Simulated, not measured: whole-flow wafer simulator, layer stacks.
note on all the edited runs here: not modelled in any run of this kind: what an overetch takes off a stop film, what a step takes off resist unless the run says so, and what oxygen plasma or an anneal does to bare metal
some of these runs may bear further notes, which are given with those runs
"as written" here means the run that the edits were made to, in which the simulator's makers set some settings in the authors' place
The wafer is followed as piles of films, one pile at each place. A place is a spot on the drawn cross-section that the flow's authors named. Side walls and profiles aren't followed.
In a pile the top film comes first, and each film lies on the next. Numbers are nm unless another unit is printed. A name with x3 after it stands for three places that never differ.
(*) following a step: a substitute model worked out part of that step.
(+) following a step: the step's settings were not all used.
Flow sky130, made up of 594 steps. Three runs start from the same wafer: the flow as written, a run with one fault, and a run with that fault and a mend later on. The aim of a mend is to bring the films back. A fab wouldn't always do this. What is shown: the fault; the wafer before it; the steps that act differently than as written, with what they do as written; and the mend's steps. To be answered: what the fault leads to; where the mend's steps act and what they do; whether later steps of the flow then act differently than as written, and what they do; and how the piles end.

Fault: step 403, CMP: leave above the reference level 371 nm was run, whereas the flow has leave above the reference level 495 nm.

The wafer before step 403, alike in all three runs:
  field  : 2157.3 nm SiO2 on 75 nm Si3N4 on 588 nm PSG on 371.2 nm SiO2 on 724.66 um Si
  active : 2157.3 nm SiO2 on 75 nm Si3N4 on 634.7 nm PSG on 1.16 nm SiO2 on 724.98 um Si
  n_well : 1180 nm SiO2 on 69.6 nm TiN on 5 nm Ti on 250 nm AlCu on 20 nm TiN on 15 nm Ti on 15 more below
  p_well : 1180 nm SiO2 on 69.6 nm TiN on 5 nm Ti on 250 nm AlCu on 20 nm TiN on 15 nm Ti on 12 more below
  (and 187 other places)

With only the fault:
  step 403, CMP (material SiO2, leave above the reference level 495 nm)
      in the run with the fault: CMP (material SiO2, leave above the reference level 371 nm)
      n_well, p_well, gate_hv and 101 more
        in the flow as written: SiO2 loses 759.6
        in the run with the fault: SiO2 loses 883.6
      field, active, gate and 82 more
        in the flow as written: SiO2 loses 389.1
        in the run with the fault: SiO2 loses 513.1
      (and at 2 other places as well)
  Steps later in the flow that act otherwise than as written:
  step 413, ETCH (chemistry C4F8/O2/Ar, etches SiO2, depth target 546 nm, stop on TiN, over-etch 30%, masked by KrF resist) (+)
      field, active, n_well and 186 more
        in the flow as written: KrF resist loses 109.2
        in the run with the fault: KrF resist loses 77
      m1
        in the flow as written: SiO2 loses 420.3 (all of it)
        in the run with the fault: SiO2 loses 296.3 (all of it)
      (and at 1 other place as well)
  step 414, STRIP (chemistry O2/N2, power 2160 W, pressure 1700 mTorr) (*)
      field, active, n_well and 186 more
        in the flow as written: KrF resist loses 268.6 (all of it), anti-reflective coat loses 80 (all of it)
        in the run with the fault: KrF resist loses 300.8 (all of it), anti-reflective coat loses 80 (all of it)
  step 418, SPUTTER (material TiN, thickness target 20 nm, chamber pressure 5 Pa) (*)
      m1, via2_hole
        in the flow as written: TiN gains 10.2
        in the run with the fault: TiN gains 11.9
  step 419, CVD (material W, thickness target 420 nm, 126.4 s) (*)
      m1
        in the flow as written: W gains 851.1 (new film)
        in the run with the fault: W gains 725.4 (new film)
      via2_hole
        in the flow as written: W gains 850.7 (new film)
        in the run with the fault: W gains 724.9 (new film)
  By the end, the piles at field, active, n_well and 190 more depart from the flow's by more than 2% or 0.5 nm, whichever is larger.
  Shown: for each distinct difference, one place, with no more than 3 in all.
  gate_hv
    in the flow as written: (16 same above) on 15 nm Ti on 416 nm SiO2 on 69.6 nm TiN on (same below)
    in the run with the fault: (16 same above) on 15 nm Ti on 292 nm SiO2 on 69.6 nm TiN on (same below)
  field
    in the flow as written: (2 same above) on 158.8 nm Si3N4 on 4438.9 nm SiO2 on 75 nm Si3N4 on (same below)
    in the run with the fault: (2 same above) on 158.8 nm Si3N4 on 4314.9 nm SiO2 on 75 nm Si3N4 on (same below)
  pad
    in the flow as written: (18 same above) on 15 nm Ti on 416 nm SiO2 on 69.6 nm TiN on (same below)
    in the run with the fault: (18 same above) on 15 nm Ti on 292 nm SiO2 on 69.6 nm TiN on (same below)

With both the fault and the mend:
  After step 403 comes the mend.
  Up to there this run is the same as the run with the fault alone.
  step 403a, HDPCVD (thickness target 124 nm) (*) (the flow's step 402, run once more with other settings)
      field, active, n_well and 188 more
        SiO2 gains 124
  Later steps of the flow that are run all act as written at every place that is followed, up to a difference of at most 2% or 0.5 nm, whichever is larger.
  The piles end the same as the flow's at every place that both follow.
